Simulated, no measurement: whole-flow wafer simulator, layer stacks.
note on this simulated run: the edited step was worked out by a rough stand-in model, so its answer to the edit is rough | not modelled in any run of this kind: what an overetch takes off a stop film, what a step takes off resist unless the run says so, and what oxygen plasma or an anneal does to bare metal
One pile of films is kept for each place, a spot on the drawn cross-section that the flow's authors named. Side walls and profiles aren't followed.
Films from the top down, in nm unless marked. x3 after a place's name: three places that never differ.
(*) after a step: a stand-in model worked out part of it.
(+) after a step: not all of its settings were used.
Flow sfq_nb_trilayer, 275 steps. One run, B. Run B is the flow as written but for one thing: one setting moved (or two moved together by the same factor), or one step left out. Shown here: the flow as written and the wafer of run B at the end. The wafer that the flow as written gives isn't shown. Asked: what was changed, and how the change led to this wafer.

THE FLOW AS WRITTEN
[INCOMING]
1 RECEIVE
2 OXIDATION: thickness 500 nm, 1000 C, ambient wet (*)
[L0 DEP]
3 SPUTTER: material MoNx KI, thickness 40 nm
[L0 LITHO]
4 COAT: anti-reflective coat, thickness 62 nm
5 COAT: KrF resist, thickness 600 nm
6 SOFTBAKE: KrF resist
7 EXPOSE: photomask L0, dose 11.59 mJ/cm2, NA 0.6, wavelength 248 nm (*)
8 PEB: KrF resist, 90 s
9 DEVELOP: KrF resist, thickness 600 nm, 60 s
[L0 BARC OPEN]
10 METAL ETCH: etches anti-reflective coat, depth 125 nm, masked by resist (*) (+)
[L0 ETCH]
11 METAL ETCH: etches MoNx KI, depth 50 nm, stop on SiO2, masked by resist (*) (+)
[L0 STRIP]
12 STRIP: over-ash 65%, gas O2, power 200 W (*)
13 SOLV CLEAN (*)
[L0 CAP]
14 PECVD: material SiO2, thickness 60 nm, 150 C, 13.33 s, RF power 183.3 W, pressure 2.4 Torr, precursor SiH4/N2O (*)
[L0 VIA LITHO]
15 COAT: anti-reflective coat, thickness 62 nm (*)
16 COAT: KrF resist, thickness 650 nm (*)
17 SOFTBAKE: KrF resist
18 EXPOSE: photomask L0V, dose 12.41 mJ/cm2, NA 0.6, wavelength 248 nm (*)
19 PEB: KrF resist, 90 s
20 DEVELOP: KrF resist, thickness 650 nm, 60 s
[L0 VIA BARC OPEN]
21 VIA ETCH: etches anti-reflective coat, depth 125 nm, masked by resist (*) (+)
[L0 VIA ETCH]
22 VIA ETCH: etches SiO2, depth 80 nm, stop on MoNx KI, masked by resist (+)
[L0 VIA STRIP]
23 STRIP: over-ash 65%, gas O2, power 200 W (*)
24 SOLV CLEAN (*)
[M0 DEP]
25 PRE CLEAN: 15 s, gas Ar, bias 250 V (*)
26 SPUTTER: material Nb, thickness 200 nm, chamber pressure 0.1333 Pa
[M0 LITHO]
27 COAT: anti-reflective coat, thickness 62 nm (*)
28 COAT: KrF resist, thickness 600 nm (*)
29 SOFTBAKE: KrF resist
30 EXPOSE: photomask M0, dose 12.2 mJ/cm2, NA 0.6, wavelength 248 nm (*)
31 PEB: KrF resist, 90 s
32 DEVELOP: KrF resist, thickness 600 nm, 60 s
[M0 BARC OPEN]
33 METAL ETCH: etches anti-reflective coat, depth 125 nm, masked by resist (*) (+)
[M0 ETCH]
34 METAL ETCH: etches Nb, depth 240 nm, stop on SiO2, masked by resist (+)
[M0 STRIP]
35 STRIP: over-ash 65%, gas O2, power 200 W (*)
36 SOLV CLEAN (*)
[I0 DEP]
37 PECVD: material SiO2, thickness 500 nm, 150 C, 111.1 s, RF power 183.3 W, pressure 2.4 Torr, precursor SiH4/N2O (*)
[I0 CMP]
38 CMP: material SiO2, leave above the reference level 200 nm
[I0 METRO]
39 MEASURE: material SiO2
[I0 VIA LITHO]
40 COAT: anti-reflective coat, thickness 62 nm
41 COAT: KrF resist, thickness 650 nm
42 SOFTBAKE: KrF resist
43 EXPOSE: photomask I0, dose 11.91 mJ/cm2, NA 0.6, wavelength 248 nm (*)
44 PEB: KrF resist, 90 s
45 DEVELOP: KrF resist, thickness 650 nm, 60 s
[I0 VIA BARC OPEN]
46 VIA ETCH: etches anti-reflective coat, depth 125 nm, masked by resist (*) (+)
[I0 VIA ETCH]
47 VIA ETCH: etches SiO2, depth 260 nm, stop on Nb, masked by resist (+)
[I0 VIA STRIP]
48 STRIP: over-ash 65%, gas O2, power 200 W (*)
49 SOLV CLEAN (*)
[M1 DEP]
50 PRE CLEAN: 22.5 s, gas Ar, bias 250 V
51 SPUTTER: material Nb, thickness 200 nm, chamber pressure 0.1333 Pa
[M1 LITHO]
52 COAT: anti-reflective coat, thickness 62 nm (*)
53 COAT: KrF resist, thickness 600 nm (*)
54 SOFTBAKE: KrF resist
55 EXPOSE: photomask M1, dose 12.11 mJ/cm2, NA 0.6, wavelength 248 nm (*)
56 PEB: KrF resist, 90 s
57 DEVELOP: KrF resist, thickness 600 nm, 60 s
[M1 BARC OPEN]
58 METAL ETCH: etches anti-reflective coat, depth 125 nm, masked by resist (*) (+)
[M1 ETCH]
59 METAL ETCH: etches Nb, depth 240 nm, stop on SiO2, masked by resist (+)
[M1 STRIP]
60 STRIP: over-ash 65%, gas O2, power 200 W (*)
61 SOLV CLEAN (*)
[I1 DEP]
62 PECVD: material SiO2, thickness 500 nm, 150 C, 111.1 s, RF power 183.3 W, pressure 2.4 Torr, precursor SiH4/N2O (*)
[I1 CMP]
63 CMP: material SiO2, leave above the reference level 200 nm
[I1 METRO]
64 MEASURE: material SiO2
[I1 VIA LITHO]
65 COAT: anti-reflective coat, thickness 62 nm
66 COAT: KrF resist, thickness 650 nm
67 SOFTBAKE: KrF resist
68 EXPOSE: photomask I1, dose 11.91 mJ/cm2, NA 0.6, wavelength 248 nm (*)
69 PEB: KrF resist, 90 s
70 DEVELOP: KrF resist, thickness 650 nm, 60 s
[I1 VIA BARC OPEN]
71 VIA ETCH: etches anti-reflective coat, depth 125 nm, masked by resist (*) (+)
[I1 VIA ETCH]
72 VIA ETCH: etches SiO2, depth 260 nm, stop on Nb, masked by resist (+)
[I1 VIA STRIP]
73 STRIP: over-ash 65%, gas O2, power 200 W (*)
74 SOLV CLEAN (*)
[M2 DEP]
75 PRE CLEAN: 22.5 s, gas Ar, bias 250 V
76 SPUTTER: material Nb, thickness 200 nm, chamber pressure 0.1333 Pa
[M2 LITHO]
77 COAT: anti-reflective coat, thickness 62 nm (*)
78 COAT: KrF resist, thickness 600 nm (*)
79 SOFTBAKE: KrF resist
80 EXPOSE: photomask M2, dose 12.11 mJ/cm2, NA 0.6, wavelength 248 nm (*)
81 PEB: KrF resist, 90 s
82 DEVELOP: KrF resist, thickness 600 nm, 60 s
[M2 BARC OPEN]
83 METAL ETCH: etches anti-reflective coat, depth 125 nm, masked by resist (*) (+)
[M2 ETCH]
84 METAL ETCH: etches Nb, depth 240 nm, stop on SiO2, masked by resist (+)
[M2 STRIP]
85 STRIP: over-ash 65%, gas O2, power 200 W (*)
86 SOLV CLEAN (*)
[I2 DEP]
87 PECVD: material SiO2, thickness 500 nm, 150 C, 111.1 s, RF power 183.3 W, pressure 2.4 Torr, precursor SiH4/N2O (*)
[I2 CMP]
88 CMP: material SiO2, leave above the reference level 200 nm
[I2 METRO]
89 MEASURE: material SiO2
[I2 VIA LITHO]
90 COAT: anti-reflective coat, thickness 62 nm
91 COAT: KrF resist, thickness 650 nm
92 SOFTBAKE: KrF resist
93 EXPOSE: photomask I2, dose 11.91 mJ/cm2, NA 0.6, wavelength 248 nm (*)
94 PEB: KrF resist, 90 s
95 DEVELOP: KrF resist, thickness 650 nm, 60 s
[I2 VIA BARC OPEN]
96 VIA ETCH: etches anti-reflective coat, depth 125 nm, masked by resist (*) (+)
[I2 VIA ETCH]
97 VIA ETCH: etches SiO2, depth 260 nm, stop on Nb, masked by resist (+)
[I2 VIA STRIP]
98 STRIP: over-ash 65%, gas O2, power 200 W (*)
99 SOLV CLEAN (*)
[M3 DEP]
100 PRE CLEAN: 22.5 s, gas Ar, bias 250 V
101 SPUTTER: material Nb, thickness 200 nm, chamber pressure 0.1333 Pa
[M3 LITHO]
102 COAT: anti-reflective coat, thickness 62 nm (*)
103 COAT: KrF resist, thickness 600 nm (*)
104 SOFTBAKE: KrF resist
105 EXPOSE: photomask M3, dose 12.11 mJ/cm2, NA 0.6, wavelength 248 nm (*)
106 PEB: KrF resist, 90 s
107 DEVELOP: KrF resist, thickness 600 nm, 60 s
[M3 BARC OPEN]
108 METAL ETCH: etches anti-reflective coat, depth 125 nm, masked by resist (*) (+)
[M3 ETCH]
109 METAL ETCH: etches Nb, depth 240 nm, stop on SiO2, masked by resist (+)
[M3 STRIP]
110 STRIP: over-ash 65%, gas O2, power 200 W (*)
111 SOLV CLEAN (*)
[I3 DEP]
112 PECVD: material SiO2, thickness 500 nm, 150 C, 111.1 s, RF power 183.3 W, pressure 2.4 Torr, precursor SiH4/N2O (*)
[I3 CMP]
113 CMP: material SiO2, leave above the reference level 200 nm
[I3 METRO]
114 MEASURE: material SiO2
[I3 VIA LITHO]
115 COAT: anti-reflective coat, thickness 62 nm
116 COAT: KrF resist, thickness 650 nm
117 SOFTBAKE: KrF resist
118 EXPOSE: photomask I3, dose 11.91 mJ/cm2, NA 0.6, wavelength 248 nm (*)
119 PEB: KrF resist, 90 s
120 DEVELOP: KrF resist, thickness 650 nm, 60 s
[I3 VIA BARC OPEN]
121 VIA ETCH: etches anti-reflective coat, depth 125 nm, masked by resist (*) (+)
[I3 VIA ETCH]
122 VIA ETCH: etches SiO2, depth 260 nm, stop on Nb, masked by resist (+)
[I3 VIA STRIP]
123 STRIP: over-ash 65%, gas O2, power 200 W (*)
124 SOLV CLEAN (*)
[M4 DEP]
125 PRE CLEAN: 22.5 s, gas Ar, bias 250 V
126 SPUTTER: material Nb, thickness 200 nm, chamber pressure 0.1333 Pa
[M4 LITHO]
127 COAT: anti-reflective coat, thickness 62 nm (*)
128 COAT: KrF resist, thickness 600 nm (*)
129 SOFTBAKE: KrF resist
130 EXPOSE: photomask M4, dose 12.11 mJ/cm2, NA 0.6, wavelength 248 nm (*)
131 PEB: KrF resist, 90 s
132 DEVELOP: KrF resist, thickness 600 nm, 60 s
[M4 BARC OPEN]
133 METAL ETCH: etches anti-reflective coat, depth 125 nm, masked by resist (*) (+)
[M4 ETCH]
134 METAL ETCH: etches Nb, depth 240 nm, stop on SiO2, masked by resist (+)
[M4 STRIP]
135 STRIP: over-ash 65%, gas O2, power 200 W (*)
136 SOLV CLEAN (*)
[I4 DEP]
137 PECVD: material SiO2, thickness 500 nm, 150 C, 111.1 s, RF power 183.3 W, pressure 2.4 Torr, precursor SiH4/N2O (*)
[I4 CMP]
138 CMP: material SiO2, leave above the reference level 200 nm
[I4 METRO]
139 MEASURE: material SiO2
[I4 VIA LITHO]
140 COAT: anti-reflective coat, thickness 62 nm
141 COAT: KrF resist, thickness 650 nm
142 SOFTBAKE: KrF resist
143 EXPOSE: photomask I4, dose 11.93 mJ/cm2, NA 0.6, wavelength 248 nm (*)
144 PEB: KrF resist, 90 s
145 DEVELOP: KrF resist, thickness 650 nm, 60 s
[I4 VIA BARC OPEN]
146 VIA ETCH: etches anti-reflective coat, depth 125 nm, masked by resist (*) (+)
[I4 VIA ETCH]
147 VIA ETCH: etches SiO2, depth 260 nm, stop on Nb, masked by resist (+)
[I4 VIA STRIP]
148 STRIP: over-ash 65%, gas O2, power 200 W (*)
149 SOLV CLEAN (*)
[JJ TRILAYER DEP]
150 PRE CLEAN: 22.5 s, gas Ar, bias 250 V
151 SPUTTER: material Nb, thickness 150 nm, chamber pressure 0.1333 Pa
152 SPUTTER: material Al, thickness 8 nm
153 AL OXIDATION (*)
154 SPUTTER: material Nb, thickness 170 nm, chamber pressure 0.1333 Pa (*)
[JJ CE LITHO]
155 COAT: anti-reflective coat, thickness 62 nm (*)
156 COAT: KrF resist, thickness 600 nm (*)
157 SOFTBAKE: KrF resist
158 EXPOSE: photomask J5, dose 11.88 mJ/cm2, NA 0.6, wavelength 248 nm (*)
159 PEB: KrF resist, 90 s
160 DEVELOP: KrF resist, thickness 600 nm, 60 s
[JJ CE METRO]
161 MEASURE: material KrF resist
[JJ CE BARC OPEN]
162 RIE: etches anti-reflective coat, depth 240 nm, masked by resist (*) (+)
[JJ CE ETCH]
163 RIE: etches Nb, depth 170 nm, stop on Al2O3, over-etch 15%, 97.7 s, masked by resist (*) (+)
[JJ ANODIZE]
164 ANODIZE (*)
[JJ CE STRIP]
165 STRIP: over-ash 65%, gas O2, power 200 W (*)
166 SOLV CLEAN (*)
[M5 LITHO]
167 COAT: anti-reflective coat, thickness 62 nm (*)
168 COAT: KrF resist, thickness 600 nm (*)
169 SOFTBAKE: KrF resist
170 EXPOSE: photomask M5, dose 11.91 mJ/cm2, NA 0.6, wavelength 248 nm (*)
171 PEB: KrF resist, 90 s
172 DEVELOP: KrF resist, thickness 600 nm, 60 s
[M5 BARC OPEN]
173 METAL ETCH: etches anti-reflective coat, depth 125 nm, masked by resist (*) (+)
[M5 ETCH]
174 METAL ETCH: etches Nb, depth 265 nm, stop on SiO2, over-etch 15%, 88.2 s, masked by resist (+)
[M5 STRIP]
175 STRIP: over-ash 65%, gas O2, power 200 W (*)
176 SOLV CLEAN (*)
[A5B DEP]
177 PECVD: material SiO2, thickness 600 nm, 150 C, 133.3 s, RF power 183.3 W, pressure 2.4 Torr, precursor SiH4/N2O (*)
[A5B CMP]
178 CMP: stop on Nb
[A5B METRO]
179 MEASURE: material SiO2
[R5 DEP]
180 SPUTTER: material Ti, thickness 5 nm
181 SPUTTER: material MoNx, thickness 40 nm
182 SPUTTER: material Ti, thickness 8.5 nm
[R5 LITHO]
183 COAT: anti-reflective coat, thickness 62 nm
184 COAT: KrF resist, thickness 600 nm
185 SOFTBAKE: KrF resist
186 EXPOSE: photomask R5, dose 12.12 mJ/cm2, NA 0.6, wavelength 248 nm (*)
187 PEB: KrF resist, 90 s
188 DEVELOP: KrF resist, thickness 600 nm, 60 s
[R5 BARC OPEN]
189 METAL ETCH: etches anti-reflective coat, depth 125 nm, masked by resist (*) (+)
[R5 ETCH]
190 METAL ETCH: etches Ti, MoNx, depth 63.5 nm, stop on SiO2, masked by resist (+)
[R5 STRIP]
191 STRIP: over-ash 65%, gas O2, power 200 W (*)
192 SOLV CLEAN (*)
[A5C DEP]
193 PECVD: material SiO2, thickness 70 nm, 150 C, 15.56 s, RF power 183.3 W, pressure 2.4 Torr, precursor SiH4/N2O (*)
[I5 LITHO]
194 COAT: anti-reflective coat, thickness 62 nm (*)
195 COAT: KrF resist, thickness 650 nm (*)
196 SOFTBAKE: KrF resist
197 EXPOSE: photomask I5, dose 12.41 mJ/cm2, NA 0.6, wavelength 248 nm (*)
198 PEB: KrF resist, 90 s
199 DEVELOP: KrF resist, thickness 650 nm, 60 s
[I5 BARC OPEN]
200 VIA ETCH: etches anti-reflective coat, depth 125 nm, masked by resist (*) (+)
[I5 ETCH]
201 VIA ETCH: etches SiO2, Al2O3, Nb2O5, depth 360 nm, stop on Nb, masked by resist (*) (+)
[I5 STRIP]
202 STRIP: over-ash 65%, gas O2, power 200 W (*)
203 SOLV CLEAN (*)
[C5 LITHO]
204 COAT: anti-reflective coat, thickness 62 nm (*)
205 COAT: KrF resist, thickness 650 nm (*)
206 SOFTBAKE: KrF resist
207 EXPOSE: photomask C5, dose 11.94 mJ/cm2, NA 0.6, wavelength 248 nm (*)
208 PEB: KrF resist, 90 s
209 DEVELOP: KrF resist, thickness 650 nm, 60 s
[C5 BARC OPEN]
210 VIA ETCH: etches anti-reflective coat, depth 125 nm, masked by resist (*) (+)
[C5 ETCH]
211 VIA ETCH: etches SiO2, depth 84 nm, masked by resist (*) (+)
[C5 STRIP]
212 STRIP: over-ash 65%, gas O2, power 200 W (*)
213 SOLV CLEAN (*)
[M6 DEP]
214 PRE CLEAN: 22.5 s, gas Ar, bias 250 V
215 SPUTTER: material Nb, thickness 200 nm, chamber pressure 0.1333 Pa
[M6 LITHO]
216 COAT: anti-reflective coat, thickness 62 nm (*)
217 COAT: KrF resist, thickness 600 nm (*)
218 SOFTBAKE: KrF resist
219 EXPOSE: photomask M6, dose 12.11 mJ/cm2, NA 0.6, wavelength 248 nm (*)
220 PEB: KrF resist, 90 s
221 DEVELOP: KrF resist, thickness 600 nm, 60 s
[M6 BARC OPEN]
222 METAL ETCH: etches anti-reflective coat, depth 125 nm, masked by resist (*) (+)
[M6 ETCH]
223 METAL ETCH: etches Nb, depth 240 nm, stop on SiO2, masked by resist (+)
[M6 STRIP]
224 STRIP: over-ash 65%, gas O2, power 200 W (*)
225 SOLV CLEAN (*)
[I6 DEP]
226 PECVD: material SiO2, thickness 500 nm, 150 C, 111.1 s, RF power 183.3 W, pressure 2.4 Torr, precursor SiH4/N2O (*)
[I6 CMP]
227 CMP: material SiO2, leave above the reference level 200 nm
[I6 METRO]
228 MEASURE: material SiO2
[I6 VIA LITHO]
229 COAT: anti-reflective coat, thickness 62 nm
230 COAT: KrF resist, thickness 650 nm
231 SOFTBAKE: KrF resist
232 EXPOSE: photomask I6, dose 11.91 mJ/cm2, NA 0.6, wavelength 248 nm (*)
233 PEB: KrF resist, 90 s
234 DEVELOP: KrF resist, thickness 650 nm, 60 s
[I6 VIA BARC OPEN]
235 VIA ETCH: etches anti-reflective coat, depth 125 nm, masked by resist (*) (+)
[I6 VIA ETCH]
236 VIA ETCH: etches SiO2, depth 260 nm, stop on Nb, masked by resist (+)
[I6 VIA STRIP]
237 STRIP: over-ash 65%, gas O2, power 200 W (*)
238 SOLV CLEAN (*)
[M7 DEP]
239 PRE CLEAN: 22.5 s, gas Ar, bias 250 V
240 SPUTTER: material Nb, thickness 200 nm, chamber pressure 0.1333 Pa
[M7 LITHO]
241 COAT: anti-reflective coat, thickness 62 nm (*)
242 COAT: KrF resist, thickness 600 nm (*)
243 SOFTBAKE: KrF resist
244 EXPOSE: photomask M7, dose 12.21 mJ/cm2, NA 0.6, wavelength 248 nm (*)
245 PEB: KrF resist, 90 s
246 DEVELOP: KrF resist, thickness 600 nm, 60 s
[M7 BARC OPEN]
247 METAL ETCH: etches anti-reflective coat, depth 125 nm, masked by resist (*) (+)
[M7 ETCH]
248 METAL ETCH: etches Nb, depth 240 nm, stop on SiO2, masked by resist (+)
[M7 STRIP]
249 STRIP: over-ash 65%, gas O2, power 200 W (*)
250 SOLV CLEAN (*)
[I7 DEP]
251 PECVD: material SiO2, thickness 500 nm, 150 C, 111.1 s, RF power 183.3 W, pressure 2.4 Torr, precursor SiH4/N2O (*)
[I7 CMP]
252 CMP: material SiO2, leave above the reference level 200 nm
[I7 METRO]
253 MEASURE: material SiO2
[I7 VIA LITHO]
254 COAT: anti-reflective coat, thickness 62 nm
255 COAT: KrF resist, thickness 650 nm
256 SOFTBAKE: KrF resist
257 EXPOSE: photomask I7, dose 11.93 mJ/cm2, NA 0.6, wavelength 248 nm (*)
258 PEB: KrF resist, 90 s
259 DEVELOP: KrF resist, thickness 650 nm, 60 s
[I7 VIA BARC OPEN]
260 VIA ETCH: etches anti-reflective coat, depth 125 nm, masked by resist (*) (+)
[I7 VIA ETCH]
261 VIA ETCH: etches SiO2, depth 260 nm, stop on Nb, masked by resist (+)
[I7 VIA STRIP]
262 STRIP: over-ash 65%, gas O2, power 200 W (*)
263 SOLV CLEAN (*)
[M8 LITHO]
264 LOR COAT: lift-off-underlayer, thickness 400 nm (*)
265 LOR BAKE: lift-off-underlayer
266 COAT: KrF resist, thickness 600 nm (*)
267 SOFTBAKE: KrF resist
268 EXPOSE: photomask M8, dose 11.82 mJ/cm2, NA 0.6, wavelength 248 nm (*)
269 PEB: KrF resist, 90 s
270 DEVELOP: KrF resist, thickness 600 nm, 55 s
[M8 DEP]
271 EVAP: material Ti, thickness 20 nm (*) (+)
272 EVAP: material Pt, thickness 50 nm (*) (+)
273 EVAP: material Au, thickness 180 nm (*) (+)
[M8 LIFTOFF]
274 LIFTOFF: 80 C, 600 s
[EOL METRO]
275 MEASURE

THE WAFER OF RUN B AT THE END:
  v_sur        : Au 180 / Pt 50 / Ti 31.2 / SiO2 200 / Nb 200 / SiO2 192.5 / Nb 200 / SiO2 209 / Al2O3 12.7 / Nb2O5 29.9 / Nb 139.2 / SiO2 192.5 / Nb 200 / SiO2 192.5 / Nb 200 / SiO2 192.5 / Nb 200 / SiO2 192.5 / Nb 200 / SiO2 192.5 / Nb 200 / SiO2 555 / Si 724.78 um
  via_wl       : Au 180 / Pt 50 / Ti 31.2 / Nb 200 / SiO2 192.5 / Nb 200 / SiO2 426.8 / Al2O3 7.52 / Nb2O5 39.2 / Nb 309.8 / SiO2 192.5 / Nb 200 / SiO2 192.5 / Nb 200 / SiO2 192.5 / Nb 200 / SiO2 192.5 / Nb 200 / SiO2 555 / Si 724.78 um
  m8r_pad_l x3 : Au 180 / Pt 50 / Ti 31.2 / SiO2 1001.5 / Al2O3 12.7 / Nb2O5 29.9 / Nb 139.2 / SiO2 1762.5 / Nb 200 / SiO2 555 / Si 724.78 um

The cause: step 271, EVAP: thickness 31.2 nm was run, where the flow has thickness 20 nm.
It can be read off the wafer: v_sur has Ti 31.2, and step 271 as written asks for 20 nm.

How the change led to this, step by step:
  271 EVAP: material Ti, thickness 20 nm (*) (+)
      field_l, v_sur, via_wl and 103 more: Ti +31.2 (new film) (as written it would be: Ti +20 (new film))
  274 LIFTOFF: 80 C, 600 s
      p4_fl x3, p4_w1 x9, p4_g1 x2 and 60 more: Au -180 (all of it), Pt -50 (all of it), Ti -31.2 (all of it), KrF resist -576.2 (all of it), lift-off-underlayer -400 (all of it) (as written it would be: Au -180 (all of it), Pt -50 (all of it), Ti -20 (all of it), KrF resist -576.2 (all of it), lift-off-underlayer -400 (all of it))
      c5j, ce_r: Au -180 (all of it), Pt -50 (all of it), Ti -31.2 (all of it), KrF resist -573.3 (all of it), lift-off-underlayer -399.3 (all of it) (as written it would be: Au -180 (all of it), Pt -50 (all of it), Ti -20 (all of it), KrF resist -573.3 (all of it), lift-off-underlayer -399.3 (all of it))
      (and at 19 more places)
